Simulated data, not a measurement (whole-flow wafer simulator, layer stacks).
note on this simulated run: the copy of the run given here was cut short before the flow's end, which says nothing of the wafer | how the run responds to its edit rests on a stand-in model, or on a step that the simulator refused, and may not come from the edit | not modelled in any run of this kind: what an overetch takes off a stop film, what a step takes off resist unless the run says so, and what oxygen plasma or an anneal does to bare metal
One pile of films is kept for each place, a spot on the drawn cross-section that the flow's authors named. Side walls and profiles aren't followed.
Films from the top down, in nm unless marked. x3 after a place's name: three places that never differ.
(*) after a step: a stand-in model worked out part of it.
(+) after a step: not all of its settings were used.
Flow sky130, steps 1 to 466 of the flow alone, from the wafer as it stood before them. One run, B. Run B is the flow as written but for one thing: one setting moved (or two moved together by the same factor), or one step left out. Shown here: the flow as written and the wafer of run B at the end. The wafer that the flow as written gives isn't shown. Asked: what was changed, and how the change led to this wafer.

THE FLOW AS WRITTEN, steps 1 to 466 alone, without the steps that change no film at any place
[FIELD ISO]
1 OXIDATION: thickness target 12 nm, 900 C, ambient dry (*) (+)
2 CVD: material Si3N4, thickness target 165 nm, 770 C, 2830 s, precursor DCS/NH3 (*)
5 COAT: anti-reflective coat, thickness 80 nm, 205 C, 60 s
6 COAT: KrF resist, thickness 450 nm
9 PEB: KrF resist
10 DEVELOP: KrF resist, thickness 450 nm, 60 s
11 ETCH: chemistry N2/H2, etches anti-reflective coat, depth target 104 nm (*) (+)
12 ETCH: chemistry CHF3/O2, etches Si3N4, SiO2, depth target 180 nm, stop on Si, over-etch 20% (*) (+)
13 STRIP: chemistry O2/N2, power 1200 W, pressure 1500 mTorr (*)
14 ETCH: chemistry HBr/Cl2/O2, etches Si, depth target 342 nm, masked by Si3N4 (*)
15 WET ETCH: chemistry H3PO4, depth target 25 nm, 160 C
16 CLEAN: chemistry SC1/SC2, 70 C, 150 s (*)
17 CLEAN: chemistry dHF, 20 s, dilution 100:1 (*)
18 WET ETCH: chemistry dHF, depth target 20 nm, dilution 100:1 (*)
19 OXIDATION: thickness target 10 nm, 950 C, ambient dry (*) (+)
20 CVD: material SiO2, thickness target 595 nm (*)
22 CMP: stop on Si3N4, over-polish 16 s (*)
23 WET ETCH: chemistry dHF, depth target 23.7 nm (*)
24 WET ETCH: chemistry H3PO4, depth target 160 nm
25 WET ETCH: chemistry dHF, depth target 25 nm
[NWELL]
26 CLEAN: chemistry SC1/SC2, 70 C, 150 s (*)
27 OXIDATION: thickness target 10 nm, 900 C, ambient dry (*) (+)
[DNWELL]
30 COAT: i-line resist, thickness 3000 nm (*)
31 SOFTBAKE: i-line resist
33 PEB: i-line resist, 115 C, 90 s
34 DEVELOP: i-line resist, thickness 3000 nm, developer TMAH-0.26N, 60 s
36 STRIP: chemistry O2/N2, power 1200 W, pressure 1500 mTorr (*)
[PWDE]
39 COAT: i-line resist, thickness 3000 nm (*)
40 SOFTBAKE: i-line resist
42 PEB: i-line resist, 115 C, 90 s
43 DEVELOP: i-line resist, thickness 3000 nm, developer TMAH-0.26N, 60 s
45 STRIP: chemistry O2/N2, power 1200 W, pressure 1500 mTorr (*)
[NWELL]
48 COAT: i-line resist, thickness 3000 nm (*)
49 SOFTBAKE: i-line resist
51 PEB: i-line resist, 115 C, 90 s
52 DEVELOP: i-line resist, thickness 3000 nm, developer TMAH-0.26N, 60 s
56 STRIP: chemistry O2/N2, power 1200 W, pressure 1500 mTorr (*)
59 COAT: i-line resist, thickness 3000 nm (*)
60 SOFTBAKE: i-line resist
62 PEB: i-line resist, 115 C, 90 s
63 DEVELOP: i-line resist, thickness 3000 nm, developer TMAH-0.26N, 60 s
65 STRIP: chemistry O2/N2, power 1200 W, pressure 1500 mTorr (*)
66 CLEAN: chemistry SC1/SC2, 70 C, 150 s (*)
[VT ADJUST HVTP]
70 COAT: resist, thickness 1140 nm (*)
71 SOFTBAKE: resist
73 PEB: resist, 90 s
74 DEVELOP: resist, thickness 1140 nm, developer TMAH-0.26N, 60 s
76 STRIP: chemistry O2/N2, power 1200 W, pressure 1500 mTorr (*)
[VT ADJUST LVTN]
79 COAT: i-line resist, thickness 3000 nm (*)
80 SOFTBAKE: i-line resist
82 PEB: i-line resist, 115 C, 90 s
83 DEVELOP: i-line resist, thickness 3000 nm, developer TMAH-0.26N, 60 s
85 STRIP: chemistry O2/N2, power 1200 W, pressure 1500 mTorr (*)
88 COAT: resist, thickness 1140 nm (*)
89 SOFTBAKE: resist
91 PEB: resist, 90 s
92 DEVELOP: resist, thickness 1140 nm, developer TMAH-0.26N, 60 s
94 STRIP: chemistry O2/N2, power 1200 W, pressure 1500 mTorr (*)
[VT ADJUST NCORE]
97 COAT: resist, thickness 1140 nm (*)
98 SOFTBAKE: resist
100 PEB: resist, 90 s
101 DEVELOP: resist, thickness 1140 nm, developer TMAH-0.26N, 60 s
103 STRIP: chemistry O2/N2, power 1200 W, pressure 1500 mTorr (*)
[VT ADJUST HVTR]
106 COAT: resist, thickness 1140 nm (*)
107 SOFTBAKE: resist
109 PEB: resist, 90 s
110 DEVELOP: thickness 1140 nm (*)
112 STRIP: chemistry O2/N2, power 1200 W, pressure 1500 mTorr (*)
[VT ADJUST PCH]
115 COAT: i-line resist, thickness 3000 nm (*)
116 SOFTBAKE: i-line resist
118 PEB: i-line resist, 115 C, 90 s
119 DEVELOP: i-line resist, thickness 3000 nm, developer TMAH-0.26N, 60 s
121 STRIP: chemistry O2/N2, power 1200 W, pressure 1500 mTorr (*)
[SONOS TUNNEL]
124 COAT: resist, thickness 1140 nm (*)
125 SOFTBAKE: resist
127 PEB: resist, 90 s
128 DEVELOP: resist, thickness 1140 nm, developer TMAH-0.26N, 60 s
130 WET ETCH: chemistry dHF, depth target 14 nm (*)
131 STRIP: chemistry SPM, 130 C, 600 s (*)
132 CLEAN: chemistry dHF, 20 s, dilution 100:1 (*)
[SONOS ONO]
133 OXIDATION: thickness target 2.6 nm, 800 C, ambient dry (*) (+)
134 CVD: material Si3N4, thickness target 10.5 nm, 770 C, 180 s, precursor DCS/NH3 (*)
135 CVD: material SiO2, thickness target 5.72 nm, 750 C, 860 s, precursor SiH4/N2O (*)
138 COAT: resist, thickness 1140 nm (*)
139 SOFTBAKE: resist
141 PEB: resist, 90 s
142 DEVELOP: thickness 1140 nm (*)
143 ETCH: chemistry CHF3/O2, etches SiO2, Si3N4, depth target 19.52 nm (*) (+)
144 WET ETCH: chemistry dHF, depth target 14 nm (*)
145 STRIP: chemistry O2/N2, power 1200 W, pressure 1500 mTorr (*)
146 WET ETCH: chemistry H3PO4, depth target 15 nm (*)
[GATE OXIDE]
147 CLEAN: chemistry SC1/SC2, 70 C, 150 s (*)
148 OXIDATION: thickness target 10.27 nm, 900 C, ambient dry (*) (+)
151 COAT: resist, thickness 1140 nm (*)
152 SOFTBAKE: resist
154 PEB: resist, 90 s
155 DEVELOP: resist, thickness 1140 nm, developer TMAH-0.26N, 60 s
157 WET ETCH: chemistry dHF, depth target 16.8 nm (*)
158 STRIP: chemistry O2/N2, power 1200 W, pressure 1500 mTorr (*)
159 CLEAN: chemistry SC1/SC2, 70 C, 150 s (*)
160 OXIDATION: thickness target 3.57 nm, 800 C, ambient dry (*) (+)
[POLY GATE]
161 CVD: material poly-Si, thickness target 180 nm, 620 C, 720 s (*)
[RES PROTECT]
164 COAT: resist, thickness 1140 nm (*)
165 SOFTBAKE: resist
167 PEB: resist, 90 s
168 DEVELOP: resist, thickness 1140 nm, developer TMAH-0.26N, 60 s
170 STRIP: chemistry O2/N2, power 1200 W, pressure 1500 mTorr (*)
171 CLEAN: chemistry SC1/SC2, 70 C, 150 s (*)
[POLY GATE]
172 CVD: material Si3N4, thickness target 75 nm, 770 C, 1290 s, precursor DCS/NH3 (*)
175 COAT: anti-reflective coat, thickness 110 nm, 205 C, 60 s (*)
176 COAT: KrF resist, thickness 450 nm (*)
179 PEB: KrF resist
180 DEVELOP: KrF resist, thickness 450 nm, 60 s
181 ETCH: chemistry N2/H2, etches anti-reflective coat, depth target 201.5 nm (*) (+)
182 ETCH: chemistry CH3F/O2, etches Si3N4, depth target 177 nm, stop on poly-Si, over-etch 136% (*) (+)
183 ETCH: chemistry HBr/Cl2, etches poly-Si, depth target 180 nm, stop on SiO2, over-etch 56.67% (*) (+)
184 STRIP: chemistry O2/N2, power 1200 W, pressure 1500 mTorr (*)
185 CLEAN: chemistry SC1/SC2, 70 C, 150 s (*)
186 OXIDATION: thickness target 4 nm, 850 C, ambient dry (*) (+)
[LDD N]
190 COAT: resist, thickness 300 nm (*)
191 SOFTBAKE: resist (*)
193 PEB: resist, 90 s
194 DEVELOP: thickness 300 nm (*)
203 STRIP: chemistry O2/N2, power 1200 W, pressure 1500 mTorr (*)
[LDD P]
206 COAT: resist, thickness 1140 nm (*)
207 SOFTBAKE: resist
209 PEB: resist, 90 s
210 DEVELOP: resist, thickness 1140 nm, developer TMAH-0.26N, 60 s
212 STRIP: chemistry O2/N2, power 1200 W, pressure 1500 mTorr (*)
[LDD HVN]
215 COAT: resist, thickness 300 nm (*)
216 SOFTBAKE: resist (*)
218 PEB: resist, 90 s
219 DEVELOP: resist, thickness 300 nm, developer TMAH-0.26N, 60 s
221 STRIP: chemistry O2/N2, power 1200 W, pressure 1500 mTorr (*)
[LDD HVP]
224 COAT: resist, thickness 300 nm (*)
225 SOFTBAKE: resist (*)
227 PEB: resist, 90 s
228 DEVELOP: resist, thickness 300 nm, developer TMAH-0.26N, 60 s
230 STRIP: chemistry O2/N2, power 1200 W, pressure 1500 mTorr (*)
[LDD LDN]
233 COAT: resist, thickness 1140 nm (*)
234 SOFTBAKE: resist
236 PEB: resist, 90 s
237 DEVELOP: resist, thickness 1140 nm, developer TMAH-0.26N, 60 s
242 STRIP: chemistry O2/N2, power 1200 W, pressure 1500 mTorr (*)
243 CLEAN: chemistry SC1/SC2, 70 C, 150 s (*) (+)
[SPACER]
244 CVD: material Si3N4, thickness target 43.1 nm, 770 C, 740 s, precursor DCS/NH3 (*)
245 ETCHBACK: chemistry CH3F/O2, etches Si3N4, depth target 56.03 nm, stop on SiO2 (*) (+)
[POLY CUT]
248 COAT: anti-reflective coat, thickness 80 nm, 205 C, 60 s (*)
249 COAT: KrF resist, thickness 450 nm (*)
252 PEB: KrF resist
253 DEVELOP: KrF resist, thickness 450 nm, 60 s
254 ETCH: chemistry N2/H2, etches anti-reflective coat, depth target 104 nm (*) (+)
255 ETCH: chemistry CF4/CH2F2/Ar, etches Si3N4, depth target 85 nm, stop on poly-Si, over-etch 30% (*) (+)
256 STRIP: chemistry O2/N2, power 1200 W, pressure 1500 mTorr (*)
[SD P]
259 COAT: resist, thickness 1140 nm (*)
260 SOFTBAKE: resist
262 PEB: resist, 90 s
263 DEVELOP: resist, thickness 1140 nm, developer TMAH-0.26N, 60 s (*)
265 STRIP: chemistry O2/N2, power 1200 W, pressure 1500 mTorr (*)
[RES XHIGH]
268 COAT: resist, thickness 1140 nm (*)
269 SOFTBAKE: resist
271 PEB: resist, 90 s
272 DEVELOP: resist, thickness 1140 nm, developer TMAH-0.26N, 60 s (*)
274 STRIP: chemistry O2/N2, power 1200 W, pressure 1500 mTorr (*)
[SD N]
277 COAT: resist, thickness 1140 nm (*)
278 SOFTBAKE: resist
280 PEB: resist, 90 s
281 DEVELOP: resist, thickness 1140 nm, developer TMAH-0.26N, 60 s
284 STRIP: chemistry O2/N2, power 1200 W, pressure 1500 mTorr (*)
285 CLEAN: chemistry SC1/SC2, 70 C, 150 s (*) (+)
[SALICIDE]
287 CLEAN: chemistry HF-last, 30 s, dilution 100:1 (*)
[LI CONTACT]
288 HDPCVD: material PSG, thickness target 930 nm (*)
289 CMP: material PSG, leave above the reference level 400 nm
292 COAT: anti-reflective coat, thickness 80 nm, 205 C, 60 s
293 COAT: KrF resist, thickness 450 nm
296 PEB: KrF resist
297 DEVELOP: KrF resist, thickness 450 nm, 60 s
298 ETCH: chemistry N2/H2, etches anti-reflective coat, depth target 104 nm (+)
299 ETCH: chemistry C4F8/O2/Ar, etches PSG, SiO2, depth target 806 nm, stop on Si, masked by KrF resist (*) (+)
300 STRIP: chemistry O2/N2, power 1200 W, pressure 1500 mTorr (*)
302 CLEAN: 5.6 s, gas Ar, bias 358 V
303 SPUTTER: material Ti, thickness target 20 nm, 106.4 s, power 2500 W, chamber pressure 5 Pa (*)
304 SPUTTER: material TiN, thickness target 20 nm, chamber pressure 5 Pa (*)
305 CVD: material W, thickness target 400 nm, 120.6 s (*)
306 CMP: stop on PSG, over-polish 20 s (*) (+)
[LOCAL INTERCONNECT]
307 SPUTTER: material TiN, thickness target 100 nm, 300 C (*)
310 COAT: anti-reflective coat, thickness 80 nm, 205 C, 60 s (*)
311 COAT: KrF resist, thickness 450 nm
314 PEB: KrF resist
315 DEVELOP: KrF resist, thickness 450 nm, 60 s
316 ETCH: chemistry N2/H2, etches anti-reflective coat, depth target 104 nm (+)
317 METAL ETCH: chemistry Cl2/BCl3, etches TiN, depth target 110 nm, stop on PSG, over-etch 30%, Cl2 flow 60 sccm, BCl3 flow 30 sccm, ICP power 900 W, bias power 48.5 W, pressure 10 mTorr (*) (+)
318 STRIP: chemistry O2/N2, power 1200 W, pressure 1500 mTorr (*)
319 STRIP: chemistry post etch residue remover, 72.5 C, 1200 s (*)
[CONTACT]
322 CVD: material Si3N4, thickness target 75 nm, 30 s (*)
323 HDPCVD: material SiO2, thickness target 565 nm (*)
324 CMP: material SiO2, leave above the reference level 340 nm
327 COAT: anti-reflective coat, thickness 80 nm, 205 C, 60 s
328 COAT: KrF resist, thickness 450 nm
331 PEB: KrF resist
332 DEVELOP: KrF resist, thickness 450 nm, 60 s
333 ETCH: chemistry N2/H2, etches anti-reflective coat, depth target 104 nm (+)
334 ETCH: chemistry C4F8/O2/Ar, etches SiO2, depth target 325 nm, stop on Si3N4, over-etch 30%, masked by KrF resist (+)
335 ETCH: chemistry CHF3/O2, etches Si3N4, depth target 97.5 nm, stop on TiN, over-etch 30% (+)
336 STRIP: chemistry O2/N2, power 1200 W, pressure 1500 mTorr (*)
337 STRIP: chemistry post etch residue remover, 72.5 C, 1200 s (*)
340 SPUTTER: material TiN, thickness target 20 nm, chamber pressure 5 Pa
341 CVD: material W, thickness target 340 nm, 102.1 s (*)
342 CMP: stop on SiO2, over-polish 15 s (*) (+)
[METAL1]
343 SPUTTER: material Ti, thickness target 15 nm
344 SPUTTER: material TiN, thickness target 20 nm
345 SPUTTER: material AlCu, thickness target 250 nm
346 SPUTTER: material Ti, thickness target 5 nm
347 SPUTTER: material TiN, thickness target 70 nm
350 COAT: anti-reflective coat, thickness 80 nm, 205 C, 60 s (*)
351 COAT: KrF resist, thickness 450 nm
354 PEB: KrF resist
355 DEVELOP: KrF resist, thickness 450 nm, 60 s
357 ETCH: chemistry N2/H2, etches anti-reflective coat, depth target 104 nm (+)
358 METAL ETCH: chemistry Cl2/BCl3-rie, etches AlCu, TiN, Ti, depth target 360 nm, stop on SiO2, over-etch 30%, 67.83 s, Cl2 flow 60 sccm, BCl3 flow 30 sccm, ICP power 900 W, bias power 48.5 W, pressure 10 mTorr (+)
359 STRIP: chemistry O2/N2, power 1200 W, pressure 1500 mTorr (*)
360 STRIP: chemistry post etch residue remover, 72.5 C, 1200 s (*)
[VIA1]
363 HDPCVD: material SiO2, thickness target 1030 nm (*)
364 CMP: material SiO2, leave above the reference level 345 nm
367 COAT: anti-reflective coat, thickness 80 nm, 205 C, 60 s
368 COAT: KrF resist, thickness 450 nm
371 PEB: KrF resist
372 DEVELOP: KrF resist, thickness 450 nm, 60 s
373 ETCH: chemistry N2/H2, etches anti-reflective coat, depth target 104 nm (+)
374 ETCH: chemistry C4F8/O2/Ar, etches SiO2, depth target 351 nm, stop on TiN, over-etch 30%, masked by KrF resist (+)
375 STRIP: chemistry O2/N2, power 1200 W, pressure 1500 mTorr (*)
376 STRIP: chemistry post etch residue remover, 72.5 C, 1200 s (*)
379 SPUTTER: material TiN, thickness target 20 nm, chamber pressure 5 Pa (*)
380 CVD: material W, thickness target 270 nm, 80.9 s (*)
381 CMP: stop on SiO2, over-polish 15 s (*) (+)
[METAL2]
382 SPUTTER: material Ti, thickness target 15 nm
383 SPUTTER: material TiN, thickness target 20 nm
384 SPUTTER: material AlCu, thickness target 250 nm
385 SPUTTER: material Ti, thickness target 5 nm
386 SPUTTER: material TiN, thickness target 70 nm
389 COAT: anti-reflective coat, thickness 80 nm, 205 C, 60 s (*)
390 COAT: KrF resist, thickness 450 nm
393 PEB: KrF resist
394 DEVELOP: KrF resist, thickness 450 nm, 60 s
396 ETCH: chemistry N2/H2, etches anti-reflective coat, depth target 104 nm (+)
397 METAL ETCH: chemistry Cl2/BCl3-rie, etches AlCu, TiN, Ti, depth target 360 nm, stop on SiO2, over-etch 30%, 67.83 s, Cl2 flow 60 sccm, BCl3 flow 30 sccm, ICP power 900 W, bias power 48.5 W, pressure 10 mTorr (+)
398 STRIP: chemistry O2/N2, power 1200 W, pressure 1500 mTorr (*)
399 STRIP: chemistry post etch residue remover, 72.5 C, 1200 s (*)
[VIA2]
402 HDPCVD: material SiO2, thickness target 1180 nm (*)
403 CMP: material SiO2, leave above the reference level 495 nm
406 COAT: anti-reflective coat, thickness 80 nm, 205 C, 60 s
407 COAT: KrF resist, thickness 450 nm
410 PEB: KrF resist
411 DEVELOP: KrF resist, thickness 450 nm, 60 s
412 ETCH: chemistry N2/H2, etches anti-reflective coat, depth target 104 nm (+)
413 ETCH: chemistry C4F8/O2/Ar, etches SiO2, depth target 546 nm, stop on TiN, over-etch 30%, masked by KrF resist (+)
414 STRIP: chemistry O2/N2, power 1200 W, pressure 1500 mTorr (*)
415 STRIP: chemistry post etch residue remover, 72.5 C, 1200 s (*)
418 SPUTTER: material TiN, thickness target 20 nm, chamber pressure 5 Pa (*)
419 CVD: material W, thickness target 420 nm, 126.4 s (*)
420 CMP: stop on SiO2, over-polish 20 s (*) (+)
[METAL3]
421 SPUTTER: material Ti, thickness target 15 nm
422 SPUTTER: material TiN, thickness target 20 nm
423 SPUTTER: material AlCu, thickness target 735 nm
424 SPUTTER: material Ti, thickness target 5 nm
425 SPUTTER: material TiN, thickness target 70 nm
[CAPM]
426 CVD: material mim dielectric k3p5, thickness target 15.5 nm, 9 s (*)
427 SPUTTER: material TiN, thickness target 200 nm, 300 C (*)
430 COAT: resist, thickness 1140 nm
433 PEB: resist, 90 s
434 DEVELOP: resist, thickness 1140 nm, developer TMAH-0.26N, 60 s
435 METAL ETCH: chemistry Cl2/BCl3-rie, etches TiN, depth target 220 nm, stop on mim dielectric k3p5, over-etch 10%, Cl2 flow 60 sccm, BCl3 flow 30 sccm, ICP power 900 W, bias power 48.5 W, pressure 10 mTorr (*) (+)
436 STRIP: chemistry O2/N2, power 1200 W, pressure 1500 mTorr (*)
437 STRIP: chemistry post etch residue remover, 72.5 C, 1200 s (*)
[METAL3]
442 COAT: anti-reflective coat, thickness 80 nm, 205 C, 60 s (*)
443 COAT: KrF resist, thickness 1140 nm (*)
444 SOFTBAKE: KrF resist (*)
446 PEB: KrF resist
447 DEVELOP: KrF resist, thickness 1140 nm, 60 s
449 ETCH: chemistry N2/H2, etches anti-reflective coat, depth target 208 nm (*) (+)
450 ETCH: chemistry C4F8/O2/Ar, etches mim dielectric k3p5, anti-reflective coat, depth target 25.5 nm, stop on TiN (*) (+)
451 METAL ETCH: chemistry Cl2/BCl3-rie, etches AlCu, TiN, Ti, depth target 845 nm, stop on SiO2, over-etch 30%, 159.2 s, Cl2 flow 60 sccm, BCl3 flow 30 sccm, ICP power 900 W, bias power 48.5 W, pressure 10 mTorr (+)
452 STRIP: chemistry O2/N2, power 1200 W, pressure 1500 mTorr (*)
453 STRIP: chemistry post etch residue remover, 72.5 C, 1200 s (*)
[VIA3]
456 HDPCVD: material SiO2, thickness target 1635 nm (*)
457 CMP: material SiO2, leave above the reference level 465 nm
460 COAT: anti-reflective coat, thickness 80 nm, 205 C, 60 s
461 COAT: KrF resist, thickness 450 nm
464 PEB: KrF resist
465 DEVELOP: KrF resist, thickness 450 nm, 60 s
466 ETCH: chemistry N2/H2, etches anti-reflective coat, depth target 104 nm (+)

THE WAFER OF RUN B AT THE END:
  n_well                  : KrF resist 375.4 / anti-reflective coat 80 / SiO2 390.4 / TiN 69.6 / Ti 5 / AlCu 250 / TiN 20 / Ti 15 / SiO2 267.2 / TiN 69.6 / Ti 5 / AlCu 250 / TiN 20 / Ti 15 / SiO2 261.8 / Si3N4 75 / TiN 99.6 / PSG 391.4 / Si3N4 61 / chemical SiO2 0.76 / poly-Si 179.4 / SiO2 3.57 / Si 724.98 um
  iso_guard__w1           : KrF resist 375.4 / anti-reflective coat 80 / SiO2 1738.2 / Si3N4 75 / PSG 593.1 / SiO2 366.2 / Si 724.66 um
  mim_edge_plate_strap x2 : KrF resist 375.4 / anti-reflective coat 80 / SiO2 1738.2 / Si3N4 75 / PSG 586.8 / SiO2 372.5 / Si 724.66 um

The cause: step 423, SPUTTER: material AlCu, thickness target 735 nm, was left out.

How the change led to this, step by step:
  451 METAL ETCH: chemistry Cl2/BCl3-rie, etches AlCu, TiN, Ti, depth target 845 nm, stop on SiO2, over-etch 30%, 159.2 s, Cl2 flow 60 sccm, BCl3 flow 30 sccm, ICP power 900 W, bias power 48.5 W, pressure 10 mTorr (+)
      field, active, gate and 69 more: TiN -70 (all of it), Ti -5 (all of it), TiN -20 (all of it), Ti -15 (all of it), SiO2 -98.9 (as written it would be: TiN -70 (all of it), Ti -5 (all of it), AlCu -735 (all of it), TiN -20 (all of it), Ti -15 (all of it), SiO2 -25.4)
      vpp_ln, vpp_iso2, ndiff_ln and 10 more: TiN -70 (all of it), Ti -5 (all of it), TiN -20 (all of it), Ti -15 (all of it), SiO2 -98.8 (as written it would be: TiN -70 (all of it), Ti -5 (all of it), AlCu -735 (all of it), TiN -20 (all of it), Ti -15 (all of it), SiO2 -25.3)
  457 CMP: material SiO2, leave above the reference level 465 nm
      n_well, p_well, gate_hv and 99 more: SiO2 -1635 (all of it), mim dielectric k3p5 -15.5 (all of it), TiN -70 (all of it), Ti -5 (all of it), TiN -20 (all of it), Ti -15 (all of it), SiO2 -25.6 (as written it would be: SiO2 -1260.5)
      mim, mim_edge_plate_strap x2: SiO2 -1635 (all of it), TiN -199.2 (all of it), mim dielectric k3p5 -15.5 (all of it), TiN -70 (all of it), Ti -5 (all of it), TiN -20 (all of it), Ti -15 (all of it), SiO2 -25.6 (as written it would be: SiO2 -1459.7)
      (and at 87 more places)
  466 ETCH: chemistry N2/H2, etches anti-reflective coat, depth target 104 nm (+)
      m1: anti-reflective coat -80 (all of it) (as written it would be: anti-reflective coat -80 (all of it), SiO2 -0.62)
Counting metal films that touch as one body, n_well has 3 bodies (between them, from the top down: SiO2 267.2; SiO2 261.8 / Si3N4 75); the flow as written gives 4 bodies (between them, from the top down: SiO2 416; SiO2 267.2; SiO2 261.8 / Si3N4 75).
Counting metal films that touch as one body, iso_guard__w1 has 0 bodies; the flow as written gives 1 body.
Counting metal films that touch as one body, mim_edge_plate_strap x2 has 0 bodies; the flow as written gives 2 bodies (between them, from the top down: mim dielectric k3p5 15.5).
